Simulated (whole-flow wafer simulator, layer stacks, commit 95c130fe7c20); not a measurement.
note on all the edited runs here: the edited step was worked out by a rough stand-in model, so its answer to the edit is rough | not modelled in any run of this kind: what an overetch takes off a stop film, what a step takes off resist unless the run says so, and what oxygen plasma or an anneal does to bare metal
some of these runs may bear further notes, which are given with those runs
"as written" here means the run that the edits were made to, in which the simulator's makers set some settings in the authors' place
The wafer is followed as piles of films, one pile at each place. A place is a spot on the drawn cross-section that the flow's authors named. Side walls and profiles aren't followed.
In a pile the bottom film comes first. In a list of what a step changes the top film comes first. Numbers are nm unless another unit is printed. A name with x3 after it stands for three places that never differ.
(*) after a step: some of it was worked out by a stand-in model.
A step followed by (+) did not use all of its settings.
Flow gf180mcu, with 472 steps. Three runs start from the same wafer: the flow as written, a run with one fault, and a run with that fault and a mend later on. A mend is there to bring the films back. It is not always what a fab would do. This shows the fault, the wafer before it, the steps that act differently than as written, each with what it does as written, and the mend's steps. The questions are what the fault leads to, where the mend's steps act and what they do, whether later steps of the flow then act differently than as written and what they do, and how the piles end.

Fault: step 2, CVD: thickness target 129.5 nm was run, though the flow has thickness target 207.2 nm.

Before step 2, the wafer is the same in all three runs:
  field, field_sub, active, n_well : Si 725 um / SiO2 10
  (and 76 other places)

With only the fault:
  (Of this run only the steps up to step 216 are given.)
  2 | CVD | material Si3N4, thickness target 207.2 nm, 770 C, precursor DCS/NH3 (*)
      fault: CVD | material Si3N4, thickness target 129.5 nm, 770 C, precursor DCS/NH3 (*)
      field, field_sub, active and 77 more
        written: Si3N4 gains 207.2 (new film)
        fault: Si3N4 gains 129.5 (new film)
  Later steps of the flow acting differently than as written (not shown: 9 more steps that differ only slightly, by at most 2% or 0.5 nm, whichever is larger):
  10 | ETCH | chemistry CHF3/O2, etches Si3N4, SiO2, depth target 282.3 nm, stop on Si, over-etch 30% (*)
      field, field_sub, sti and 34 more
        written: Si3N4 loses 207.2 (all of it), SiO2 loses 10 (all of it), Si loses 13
        fault: Si3N4 loses 129.5 (all of it), SiO2 loses 10 (all of it), Si loses 28.6
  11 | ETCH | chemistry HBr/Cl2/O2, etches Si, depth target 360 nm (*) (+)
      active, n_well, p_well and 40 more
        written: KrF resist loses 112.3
        fault: KrF resist loses 107.1
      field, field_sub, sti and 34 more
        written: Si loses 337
        fault: Si loses 321.4
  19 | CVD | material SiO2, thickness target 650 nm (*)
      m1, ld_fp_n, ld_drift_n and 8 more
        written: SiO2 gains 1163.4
        fault: SiO2 gains 1085.7
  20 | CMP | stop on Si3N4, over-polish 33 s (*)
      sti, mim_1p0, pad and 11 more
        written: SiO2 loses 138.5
        fault: SiO2 loses 216.2
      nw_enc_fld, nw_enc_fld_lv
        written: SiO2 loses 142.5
        fault: SiO2 loses 220.2
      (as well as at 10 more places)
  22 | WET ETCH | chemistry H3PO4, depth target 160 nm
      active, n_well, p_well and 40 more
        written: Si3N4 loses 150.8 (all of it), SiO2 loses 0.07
        fault: Si3N4 loses 73.1 (all of it), SiO2 loses 0.68
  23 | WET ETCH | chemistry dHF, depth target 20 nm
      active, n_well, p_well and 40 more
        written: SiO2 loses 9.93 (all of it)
        fault: SiO2 loses 9.32 (all of it)
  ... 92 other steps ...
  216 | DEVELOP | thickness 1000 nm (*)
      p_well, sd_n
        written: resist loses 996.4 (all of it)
        fault: resist loses 920.8 (all of it)
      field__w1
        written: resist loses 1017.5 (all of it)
        fault: resist loses 1054.3 (all of it)
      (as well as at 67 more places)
  The piles after step 216 differ from the flow's at field, field__w1, field__w2 and 68 more by more than 2% or 0.5 nm, whichever is larger.
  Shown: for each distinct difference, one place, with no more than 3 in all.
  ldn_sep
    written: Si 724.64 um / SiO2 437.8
    fault: Si 724.64 um / SiO2 360.7
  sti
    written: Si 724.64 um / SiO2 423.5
    fault: Si 724.64 um / SiO2 346.4
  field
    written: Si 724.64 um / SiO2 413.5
    fault: Si 724.63 um / SiO2 336.4

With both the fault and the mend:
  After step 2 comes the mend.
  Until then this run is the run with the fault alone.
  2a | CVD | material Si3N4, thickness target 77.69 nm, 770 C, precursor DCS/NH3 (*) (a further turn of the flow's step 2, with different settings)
      field, field_sub, active and 77 more
        Si3N4 gains 77.7
  Later steps of the flow that are run all act as written at every place that is followed.
  The piles end the same as the flow's at every place that both follow.
